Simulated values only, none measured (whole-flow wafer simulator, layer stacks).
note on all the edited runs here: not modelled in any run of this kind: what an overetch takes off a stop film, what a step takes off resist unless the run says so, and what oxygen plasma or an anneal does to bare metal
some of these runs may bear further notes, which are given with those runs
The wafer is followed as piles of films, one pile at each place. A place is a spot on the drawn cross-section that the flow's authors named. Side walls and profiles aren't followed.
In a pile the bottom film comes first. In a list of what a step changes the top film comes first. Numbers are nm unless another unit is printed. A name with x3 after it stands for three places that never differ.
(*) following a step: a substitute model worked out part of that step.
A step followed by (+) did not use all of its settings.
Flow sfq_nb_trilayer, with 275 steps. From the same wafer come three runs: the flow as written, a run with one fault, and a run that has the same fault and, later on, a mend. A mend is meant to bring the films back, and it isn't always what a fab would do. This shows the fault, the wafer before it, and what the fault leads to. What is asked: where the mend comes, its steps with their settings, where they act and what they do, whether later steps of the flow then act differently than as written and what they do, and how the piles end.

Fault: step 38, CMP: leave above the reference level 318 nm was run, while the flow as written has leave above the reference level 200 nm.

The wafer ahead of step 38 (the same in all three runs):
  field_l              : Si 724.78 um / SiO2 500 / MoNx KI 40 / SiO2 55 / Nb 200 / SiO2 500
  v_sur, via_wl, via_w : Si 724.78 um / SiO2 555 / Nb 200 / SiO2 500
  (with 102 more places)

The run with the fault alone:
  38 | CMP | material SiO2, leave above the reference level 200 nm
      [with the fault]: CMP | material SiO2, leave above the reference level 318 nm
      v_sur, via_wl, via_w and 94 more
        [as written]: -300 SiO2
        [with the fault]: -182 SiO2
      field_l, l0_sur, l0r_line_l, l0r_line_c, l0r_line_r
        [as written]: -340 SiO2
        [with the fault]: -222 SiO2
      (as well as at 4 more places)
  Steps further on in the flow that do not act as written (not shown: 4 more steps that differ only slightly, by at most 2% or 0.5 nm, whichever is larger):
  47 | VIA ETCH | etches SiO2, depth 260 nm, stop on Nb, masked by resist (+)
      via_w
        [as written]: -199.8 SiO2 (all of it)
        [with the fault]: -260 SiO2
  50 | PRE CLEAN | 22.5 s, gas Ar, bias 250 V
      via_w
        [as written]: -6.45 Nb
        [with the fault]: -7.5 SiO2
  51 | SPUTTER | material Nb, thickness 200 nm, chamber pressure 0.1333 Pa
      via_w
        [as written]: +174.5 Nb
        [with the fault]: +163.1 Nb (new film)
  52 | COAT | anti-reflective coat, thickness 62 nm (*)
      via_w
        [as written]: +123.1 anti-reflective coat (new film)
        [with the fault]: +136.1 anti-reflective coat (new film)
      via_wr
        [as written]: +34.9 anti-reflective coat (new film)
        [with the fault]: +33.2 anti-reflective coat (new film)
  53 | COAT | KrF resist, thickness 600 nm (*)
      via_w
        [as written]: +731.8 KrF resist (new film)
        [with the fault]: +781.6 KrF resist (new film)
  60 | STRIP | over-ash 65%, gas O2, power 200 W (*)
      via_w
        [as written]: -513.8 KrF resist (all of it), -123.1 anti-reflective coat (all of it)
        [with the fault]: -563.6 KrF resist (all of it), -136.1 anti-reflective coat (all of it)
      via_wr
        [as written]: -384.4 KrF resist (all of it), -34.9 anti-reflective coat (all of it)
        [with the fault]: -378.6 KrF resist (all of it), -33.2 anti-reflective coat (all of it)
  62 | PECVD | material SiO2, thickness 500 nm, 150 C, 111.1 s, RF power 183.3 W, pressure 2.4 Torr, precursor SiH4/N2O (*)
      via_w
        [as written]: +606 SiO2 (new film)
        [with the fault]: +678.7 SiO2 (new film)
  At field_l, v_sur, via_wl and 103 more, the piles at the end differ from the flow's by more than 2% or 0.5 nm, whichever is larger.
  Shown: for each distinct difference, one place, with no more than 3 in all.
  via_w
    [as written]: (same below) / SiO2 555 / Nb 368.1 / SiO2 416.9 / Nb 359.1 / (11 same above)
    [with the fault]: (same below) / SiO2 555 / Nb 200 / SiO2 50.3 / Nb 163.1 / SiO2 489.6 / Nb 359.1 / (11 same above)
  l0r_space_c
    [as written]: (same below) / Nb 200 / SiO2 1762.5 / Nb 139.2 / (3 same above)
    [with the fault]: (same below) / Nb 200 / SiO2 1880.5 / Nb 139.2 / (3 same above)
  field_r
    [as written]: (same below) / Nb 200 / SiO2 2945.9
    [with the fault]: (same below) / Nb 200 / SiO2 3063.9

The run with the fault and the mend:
  After step 45 comes the mend.
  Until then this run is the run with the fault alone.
  45a | STRIP | over-ash 65%, gas O2, power 200 W (*)
      field_l, v_sur, via_wl and 102 more
        -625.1 KrF resist (all of it), -62 anti-reflective coat (all of it)
      via_w
        -62 anti-reflective coat (all of it)
  45b | CMP | material SiO2, leave above the reference level 200 nm (a further turn of the flow's step 38)
      field_l, v_sur, via_wl and 103 more
        -118 SiO2
  45c | COAT | anti-reflective coat, thickness 62 nm (a further turn of the flow's step 40)
      field_l, v_sur, via_wl and 103 more
        +62 anti-reflective coat (new film)
  45d | COAT | KrF resist, thickness 650 nm (a further turn of the flow's step 41)
      field_l, v_sur, via_wl and 103 more
        +650 KrF resist (new film)
  45e | SOFTBAKE | KrF resist (a further turn of the flow's step 42)
      leaves every film unchanged at each place that is followed
  45f | EXPOSE | photomask I0, dose 11.91 mJ/cm2, NA 0.6, wavelength 248 nm (*) (a further turn of the flow's step 43)
      leaves every film unchanged at each place that is followed
  45g | PEB | KrF resist, 90 s (a further turn of the flow's step 44)
      field_l, v_sur, via_wl and 103 more
        -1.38 KrF resist
  45h | DEVELOP | KrF resist, thickness 650 nm, 60 s (a further turn of the flow's step 45)
      field_l, v_sur, via_wl and 102 more
        -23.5 KrF resist
      via_w
        -648.6 KrF resist (all of it)
  None of the later steps of the flow acts differently than as written at any place that is followed.
  By the end, the piles equal the flow's at every place that both follow.
